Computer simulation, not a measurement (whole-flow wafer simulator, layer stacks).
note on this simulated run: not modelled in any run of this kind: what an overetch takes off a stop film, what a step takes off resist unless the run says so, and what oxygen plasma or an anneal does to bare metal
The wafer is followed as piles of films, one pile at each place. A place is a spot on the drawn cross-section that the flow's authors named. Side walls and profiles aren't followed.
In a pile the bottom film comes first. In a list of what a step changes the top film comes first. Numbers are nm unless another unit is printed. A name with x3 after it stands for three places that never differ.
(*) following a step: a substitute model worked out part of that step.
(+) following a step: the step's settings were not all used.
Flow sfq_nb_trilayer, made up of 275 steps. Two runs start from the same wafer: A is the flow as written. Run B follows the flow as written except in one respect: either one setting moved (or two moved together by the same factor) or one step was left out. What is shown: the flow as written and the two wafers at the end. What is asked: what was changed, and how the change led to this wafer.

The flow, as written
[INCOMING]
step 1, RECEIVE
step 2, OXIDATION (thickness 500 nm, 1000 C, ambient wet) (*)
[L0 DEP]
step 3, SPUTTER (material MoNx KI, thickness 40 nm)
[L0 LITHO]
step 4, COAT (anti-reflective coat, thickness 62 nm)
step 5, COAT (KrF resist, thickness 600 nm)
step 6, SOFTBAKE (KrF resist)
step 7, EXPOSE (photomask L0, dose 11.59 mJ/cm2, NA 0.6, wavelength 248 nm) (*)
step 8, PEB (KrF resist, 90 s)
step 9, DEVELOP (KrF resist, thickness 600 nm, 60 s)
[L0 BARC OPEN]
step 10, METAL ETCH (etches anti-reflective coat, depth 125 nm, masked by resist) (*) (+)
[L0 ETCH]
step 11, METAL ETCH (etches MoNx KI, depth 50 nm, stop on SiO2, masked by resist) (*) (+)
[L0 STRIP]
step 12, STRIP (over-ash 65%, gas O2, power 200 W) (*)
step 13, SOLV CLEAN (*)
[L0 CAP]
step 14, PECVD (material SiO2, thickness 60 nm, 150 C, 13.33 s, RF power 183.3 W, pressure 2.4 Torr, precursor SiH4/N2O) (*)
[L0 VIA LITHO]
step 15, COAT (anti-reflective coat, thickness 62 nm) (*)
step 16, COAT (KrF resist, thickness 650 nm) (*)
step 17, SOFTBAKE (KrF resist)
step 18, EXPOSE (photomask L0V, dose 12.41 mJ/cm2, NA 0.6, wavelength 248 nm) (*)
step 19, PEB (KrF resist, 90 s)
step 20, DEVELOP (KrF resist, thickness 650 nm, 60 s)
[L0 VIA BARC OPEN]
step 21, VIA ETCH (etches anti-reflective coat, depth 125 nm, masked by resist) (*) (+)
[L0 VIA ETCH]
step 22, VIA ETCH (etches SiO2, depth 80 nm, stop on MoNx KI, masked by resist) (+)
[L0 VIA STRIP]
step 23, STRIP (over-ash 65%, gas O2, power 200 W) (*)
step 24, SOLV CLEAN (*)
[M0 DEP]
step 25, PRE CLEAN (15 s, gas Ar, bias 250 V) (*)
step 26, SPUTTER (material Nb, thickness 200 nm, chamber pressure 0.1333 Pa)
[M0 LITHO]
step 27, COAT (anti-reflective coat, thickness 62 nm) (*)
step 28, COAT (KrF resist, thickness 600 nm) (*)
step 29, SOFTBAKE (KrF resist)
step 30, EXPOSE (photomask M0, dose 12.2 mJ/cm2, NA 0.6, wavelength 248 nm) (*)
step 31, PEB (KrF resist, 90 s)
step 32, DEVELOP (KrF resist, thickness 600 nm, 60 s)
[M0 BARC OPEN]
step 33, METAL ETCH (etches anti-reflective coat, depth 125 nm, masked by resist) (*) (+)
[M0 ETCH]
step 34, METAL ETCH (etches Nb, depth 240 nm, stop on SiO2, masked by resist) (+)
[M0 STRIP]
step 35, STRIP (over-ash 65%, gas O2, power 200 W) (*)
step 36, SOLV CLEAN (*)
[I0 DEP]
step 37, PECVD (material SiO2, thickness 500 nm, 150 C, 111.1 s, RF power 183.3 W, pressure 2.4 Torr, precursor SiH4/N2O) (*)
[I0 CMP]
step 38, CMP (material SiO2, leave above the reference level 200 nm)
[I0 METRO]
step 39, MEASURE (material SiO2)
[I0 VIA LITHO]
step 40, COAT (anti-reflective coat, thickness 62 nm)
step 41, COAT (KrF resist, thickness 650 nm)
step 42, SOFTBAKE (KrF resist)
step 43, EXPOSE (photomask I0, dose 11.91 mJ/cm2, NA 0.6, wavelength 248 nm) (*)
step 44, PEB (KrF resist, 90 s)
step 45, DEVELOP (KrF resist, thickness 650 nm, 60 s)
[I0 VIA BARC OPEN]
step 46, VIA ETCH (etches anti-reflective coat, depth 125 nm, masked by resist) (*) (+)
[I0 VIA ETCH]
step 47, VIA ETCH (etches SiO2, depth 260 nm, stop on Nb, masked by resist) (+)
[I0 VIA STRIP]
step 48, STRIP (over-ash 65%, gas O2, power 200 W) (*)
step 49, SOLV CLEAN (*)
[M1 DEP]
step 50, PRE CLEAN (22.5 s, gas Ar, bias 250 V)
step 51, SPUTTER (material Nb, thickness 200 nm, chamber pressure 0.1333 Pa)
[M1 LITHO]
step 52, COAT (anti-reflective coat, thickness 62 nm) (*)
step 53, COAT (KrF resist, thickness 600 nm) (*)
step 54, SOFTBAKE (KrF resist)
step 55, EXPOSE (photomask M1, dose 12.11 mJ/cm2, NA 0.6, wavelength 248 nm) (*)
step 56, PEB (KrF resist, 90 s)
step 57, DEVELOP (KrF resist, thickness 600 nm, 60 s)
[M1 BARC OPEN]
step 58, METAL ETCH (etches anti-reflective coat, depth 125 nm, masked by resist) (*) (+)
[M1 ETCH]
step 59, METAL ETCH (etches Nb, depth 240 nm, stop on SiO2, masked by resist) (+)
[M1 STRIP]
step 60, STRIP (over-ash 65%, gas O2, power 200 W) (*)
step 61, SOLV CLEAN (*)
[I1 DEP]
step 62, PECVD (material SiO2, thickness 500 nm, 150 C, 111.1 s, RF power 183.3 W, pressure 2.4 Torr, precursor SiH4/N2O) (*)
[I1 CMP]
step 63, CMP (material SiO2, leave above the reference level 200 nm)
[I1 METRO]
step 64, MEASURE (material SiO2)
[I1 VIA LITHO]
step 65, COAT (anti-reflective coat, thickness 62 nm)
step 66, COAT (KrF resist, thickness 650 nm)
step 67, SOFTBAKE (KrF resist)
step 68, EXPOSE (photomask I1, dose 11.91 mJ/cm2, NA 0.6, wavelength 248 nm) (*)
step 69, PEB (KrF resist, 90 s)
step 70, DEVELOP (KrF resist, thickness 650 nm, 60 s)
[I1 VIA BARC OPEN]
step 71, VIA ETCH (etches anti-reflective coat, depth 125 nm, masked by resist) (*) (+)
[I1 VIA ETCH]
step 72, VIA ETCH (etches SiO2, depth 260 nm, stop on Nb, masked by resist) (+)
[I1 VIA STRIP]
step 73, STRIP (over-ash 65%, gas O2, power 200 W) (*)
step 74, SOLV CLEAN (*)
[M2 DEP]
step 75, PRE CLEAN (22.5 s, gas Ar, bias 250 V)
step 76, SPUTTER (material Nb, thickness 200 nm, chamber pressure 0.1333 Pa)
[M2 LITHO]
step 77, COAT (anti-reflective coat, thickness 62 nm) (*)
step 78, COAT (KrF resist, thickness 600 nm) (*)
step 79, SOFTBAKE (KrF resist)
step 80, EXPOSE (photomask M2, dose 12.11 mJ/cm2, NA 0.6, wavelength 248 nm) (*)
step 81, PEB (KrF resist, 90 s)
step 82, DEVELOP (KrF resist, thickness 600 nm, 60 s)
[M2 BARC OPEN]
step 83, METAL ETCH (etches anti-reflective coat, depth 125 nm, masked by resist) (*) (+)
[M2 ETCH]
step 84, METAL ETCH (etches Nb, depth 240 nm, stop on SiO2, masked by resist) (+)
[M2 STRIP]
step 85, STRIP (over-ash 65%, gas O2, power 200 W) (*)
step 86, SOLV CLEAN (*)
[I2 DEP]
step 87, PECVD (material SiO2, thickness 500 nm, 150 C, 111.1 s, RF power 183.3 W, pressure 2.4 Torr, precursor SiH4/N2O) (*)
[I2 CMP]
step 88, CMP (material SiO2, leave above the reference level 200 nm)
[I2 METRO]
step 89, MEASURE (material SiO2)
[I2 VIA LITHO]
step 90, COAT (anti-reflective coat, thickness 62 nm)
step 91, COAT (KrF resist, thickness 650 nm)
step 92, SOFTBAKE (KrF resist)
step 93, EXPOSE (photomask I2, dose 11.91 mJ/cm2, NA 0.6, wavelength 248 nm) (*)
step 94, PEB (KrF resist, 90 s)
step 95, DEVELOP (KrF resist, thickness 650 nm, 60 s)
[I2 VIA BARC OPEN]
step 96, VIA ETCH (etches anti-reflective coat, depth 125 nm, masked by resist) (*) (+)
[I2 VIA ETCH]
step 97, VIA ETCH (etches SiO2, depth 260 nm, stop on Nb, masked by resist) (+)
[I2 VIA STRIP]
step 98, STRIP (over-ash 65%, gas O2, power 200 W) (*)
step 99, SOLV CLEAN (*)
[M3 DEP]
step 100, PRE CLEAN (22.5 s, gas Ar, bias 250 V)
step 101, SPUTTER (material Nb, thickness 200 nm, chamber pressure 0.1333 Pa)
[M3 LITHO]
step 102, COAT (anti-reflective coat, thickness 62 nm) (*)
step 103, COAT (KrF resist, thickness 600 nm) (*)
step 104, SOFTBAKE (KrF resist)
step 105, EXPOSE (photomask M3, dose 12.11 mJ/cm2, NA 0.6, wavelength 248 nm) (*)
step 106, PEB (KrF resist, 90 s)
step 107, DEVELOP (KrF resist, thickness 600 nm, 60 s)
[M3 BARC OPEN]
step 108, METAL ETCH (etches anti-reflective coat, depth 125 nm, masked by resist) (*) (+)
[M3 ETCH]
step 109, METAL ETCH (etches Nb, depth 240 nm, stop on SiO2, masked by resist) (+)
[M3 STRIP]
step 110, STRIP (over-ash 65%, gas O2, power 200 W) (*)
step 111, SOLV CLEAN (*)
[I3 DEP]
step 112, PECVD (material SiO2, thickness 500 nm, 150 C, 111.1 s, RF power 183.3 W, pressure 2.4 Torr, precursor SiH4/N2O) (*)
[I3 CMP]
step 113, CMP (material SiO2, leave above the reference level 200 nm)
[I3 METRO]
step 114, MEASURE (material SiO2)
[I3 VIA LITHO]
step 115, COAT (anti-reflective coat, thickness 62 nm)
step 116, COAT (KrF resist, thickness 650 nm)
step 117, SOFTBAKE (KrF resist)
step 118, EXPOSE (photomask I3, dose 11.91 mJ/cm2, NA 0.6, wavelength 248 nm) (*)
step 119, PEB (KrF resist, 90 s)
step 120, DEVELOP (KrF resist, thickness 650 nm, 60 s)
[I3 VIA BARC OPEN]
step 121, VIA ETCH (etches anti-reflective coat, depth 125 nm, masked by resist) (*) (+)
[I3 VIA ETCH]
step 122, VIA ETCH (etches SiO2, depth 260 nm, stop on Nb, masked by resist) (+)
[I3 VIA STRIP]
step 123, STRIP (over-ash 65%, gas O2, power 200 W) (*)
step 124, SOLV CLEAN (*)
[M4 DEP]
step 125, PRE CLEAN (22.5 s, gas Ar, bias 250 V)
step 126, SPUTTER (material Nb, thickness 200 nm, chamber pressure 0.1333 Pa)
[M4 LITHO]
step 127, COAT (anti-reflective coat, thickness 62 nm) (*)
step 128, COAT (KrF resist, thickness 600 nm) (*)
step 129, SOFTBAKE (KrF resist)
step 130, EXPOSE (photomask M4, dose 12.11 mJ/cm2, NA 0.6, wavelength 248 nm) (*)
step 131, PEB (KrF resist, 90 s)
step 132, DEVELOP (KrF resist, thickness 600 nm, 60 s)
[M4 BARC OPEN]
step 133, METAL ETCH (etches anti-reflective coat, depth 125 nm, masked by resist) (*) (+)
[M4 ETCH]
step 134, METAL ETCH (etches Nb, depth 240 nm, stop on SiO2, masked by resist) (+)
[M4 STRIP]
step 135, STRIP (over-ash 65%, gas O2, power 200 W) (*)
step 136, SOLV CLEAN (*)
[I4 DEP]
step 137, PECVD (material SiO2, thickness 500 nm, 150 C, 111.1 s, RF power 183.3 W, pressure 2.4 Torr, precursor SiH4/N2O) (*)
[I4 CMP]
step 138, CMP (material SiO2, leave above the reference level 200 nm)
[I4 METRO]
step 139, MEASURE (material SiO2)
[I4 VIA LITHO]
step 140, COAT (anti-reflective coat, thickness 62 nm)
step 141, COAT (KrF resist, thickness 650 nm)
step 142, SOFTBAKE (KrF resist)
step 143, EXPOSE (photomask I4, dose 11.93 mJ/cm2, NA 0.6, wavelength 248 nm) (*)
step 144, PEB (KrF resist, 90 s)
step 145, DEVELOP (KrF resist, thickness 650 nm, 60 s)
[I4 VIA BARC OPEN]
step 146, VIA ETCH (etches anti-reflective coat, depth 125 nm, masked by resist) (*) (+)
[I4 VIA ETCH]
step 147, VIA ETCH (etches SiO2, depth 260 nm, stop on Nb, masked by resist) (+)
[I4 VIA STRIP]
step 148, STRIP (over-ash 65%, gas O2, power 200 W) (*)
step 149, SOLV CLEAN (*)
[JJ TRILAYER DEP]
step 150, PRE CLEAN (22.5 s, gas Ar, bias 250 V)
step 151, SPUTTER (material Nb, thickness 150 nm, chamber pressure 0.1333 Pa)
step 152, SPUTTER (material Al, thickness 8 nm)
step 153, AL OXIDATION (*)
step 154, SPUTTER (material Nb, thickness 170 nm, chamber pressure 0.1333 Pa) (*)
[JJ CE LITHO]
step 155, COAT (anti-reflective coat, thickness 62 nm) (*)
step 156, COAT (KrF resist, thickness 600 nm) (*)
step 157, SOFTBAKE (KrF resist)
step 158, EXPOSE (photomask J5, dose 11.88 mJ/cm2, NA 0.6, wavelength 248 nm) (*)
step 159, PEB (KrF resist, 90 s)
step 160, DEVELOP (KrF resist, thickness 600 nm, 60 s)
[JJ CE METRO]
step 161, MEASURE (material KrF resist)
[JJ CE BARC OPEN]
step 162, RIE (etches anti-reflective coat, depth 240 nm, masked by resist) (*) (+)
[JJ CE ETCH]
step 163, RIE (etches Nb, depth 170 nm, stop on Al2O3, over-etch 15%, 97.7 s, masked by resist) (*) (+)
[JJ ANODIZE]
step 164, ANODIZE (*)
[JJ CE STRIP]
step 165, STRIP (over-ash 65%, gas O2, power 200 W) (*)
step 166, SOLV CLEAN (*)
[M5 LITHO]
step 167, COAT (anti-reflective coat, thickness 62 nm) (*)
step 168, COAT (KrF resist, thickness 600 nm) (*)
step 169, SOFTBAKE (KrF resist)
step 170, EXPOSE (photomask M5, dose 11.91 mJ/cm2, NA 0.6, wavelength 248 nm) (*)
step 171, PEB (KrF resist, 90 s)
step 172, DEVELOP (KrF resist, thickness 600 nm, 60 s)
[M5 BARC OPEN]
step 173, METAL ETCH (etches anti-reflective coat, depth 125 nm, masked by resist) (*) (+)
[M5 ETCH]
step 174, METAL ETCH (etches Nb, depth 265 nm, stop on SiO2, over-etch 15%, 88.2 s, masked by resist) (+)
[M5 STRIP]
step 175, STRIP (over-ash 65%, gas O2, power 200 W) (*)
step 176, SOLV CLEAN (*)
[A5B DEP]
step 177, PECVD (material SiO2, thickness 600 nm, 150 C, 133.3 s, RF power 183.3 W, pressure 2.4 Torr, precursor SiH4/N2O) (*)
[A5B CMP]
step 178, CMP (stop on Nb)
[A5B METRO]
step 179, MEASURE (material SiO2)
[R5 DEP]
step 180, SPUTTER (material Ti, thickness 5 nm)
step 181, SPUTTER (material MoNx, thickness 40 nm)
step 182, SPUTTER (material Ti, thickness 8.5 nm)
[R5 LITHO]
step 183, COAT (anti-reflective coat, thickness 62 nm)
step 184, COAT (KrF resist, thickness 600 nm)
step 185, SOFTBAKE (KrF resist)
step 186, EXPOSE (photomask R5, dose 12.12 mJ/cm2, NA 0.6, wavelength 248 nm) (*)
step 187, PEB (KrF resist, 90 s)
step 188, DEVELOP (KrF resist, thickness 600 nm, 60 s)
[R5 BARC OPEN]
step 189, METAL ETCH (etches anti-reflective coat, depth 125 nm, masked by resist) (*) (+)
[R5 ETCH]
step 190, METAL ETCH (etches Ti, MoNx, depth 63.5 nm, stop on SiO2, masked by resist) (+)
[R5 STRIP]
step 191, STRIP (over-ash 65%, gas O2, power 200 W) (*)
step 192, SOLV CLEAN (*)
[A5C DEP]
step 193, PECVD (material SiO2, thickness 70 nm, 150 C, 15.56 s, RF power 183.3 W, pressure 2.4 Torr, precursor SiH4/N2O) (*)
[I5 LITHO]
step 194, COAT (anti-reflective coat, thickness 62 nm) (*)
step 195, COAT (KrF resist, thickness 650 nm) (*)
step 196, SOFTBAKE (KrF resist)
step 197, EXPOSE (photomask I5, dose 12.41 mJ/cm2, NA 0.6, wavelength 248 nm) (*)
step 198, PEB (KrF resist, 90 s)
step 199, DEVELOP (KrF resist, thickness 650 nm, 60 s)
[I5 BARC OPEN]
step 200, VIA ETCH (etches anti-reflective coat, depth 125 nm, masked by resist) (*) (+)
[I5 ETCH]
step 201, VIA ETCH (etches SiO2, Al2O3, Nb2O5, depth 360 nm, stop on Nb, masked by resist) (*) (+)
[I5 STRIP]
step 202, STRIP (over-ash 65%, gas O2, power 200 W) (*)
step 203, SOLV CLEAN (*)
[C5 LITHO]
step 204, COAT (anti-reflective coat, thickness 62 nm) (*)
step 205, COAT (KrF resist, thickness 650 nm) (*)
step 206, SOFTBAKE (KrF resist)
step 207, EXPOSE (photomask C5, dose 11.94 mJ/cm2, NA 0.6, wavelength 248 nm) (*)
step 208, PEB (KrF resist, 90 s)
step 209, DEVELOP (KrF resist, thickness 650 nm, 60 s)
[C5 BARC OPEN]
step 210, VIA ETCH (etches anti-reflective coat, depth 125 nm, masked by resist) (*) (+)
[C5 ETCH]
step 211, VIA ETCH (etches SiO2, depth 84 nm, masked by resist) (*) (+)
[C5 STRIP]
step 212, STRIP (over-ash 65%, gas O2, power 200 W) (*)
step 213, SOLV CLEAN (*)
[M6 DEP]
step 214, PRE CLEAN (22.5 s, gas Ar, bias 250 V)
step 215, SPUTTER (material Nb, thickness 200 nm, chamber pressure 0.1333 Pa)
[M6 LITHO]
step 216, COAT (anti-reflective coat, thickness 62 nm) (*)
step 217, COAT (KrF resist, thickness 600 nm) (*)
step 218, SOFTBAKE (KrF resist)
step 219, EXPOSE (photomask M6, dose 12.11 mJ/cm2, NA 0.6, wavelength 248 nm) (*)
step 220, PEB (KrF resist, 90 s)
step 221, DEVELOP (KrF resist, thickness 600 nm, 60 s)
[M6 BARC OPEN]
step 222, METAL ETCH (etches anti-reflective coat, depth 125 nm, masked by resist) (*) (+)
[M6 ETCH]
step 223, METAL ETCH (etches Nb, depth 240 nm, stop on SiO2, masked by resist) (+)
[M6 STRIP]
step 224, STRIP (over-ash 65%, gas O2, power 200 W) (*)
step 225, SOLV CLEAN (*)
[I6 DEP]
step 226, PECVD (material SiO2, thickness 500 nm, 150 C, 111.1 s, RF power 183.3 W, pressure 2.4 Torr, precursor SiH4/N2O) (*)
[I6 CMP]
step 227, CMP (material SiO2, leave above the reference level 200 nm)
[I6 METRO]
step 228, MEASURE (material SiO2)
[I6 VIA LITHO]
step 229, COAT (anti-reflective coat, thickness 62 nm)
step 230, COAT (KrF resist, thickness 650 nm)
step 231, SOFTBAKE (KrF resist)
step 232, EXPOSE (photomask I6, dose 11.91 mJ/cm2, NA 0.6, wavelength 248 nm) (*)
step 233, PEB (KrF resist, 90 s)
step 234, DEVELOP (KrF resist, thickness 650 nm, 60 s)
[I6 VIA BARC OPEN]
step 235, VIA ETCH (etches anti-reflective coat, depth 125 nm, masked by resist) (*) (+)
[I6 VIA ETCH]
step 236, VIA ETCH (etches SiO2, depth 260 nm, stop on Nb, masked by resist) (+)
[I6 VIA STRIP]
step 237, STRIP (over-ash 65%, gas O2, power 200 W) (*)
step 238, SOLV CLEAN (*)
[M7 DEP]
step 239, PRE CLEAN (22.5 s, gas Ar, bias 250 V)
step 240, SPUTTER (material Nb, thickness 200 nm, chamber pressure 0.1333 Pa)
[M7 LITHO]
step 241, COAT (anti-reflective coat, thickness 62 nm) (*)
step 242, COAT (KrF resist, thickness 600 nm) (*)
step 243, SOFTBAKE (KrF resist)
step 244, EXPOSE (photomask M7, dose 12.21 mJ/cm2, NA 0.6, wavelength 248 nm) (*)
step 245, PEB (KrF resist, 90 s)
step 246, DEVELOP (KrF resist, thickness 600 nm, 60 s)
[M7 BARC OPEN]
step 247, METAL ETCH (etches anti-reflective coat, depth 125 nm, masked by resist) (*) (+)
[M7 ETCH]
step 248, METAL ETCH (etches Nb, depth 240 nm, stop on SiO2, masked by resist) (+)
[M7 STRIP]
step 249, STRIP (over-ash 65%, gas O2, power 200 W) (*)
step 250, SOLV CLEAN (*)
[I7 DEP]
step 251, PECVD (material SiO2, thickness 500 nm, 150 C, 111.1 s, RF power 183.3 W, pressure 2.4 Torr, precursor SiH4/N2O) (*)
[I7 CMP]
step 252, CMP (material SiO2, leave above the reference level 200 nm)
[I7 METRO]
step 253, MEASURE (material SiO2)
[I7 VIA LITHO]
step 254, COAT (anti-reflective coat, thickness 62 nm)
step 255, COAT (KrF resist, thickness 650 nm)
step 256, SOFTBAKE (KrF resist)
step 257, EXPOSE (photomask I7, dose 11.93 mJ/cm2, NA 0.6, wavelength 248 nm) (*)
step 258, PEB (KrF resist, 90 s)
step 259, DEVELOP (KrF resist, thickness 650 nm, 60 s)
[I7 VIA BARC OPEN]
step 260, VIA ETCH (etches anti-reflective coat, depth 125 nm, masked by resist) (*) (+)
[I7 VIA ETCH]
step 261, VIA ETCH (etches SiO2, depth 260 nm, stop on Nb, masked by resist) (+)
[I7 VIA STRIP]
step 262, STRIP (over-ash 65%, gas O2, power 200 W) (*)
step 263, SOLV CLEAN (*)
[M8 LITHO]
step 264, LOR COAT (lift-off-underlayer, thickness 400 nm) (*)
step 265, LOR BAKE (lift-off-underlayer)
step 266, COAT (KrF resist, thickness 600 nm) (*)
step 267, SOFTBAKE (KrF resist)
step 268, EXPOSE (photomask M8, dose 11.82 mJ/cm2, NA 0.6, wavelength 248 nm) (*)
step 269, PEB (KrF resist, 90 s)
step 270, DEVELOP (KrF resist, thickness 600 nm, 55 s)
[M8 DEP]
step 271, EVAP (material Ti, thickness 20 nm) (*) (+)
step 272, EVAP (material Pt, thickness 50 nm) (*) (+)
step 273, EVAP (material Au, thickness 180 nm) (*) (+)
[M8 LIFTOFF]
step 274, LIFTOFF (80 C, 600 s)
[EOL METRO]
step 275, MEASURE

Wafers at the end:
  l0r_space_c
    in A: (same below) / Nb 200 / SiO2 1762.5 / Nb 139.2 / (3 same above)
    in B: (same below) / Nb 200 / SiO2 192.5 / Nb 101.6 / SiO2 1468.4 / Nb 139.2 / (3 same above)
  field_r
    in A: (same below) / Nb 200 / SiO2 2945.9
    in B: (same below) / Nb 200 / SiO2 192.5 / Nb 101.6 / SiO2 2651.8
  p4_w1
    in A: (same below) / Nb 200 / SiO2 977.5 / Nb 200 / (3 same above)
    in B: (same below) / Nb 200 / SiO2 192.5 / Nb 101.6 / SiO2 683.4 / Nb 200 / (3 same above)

The reason: step 59, METAL ETCH: depth 98.4 nm was run, though the flow has depth 240 nm.

How this came from the change, step by step:
  step 59, METAL ETCH (etches Nb, depth 240 nm, stop on SiO2, masked by resist) (+)
      field_l, be, be_sur and 79 more: A -200 Nb (all of it) | B -98.4 Nb
      v_sur, via_wl, via_w and 21 more: A -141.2 KrF resist | B -57.9 KrF resist
  step 60, STRIP (over-ash 65%, gas O2, power 200 W) (*)
      wl_j_sl, wl_jj, wl_j_sr and 13 more: A -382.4 KrF resist (all of it), -62 anti-reflective coat (all of it) | B -465.7 KrF resist (all of it), -62 anti-reflective coat (all of it)
      v_sur: A -365.9 KrF resist (all of it), -61.1 anti-reflective coat (all of it) | B -449.2 KrF resist (all of it), -61.1 anti-reflective coat (all of it)
      (and at 7 other places as well)
  step 62, PECVD (material SiO2, thickness 500 nm, 150 C, 111.1 s, RF power 183.3 W, pressure 2.4 Torr, precursor SiH4/N2O) (*)
      field_l, be, be_sur and 72 more: A +500 SiO2 | B +500 SiO2 (new film)
      lsp_m, ln_m6, lsp_r, l0_sur, l0v: A +494.9 SiO2 | B +500 SiO2 (new film)
      (and at 2 other places as well)
  step 63, CMP (material SiO2, leave above the reference level 200 nm)
      field_l, be, be_sur and 72 more: A -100 SiO2 | B -201.6 SiO2
      lsp_m, ln_m6, lsp_r, l0_sur, l0v: A -94.9 SiO2 | B -201.6 SiO2
      (and at 2 other places as well)
With metal films that touch counted as one body, l0r_space_c has 3 bodies (between them, from the top down: SiO2 1468.4; SiO2 192.5); the flow as written gives 2 bodies (between them, from the top down: SiO2 1762.5).
With metal films that touch counted as one body, field_r has 2 bodies (between them, from the top down: SiO2 192.5); the flow as written gives 1 body.
With metal films that touch counted as one body, p4_w1 has 4 bodies (between them, from the top down: SiO2 192.5; SiO2 683.4; SiO2 192.5); the flow as written gives 3 bodies (between them, from the top down: SiO2 192.5; SiO2 977.5).
